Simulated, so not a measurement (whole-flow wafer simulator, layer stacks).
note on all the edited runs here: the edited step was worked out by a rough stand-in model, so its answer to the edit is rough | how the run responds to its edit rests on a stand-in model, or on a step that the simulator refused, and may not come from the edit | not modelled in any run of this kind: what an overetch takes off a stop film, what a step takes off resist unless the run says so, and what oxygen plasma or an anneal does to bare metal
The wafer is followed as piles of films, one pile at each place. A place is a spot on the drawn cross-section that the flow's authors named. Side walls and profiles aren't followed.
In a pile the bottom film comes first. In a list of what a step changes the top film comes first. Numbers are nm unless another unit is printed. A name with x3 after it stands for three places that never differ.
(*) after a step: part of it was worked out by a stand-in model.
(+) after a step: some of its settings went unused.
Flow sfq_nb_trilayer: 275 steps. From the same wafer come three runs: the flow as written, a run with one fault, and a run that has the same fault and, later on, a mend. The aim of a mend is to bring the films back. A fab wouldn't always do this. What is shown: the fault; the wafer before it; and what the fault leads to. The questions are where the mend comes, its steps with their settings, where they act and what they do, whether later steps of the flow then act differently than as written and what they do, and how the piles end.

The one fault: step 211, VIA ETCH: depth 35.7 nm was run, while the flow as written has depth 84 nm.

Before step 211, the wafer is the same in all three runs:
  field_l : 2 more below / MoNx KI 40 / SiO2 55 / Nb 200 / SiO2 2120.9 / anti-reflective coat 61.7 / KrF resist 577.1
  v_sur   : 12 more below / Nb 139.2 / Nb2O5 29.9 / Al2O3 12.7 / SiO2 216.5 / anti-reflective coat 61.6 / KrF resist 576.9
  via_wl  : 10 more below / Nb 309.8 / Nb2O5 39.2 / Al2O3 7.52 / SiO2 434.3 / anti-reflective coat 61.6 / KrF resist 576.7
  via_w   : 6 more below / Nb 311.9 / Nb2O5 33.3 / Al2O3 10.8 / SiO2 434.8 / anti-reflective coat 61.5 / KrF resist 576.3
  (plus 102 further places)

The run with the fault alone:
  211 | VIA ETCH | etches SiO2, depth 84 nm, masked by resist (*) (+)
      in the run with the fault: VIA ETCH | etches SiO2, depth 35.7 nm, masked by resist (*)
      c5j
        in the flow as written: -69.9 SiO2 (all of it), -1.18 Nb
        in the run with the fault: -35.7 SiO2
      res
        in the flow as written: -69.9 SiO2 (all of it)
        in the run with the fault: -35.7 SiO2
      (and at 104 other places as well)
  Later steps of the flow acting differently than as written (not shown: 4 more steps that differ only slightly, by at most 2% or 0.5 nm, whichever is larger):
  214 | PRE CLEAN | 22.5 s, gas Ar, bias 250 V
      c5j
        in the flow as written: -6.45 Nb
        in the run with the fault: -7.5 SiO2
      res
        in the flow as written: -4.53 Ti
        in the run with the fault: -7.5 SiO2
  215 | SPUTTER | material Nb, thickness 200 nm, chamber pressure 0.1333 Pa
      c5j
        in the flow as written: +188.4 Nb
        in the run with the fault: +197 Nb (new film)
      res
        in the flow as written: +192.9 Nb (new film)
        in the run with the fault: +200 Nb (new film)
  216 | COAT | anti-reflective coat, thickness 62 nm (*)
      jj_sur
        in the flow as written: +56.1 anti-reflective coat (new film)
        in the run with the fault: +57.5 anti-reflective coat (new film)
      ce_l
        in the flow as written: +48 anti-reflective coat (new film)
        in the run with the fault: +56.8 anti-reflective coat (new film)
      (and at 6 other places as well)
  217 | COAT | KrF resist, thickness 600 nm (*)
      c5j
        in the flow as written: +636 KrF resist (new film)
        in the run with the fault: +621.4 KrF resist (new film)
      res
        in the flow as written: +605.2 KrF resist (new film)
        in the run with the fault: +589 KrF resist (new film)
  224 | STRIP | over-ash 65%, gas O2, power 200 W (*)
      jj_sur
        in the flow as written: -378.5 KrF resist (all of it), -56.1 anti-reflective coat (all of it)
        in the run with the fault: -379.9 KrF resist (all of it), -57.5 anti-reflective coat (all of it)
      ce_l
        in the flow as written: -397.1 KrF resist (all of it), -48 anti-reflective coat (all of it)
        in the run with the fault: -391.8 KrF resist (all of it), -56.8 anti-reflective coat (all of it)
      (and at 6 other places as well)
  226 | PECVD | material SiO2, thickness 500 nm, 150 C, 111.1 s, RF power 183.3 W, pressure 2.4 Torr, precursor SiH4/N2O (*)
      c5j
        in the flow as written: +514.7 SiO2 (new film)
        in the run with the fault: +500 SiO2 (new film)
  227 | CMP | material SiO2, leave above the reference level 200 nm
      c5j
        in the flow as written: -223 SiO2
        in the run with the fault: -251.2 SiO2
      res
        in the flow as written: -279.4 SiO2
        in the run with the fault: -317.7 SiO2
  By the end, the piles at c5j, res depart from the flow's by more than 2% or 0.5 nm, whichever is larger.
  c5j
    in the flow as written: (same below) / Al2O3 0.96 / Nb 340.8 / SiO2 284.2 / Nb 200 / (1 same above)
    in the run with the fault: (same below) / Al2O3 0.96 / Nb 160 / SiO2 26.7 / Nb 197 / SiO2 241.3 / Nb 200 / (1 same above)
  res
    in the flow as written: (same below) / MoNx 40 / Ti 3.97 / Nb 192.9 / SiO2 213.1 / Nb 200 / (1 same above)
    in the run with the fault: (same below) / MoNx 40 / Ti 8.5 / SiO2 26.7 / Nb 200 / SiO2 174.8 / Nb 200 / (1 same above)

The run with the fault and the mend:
  After step 212 comes the mend.
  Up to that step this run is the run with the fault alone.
  212a | COAT | anti-reflective coat, thickness 62 nm (*) (the flow's step 204 again)
      lsp_m, ln_m6, p4_fl x3 and 61 more
        +62 anti-reflective coat (new film)
      lsp_r, l0_sur, l0v, wl_a_sl, wl_a_m6, wl_a_sr, wl_g_sr
        +61.9 anti-reflective coat (new film)
      field_l, v_sur
        +61.6 anti-reflective coat (new film)
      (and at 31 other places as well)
  212b | COAT | KrF resist, thickness 650 nm (*) (the flow's step 205 again)
      l0v, p4_fl x3, p4_w1 x9 and 35 more
        +650 KrF resist (new film)
      wl_b_m5, wl_b_sr, wl_c_sl and 12 more
        +649.9 KrF resist (new film)
      lsp_r, wl_j_sl, wl_j_sr
        +650.2 KrF resist (new film)
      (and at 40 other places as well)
  212c | SOFTBAKE | KrF resist (the flow's step 206 again)
      leaves every film unchanged at each place that is followed
  212d | EXPOSE | photomask C5, dose 11.94 mJ/cm2, NA 0.6, wavelength 248 nm (*) (the flow's step 207 again)
      leaves every film unchanged at each place that is followed
  212e | PEB | KrF resist, 90 s (the flow's step 208 again)
      field_l, v_sur, sp_r and 79 more
        -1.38 KrF resist
      via_wl, via_w, via_wr, via_sp, be_sur, jj_sur
        -1.37 KrF resist
      moat, field_r, wl_jj
        -1.39 KrF resist
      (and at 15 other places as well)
  212f | DEVELOP | KrF resist, thickness 650 nm, 60 s (the flow's step 209 again)
      field_l, v_sur, via_wl and 101 more
        -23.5 KrF resist
      c5j
        -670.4 KrF resist (all of it)
      res
        -637.5 KrF resist (all of it)
  212g | VIA ETCH | etches anti-reflective coat, depth 125 nm, masked by resist (*) (+) (the flow's step 210 again)
      field_l, v_sur, via_wl and 101 more
        -61.6 KrF resist
      c5j
        -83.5 anti-reflective coat (all of it), -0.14 SiO2
      res
        -74 anti-reflective coat (all of it), -0.18 SiO2
  212h | VIA ETCH | etches SiO2, depth 48.3 nm, masked by resist (*) (+) (the flow's step 211 again, with other settings)
      field_l, v_sur, via_wl and 101 more
        -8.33 KrF resist
      c5j
        -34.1 SiO2 (all of it), -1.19 Nb
      res
        -34 SiO2 (all of it)
  212i | STRIP | over-ash 65%, gas O2, power 200 W (*) (the flow's step 212 again)
      p4_fl x3, p4_w1 x9, p4_g1 x2 and 33 more
        -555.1 KrF resist (all of it), -62 anti-reflective coat (all of it)
      wl_b_sl, wl_b_m5, wl_b_sr and 14 more
        -555 KrF resist (all of it), -62 anti-reflective coat (all of it)
      wl_j_sl, wl_j_sr
        -555.3 KrF resist (all of it), -60.2 anti-reflective coat (all of it)
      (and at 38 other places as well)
  Later steps of the flow that are run all act as written at every place that is followed, up to a difference of at most 2% or 0.5 nm, whichever is larger.
  At every place that both follow, the piles at the end match the flow's.
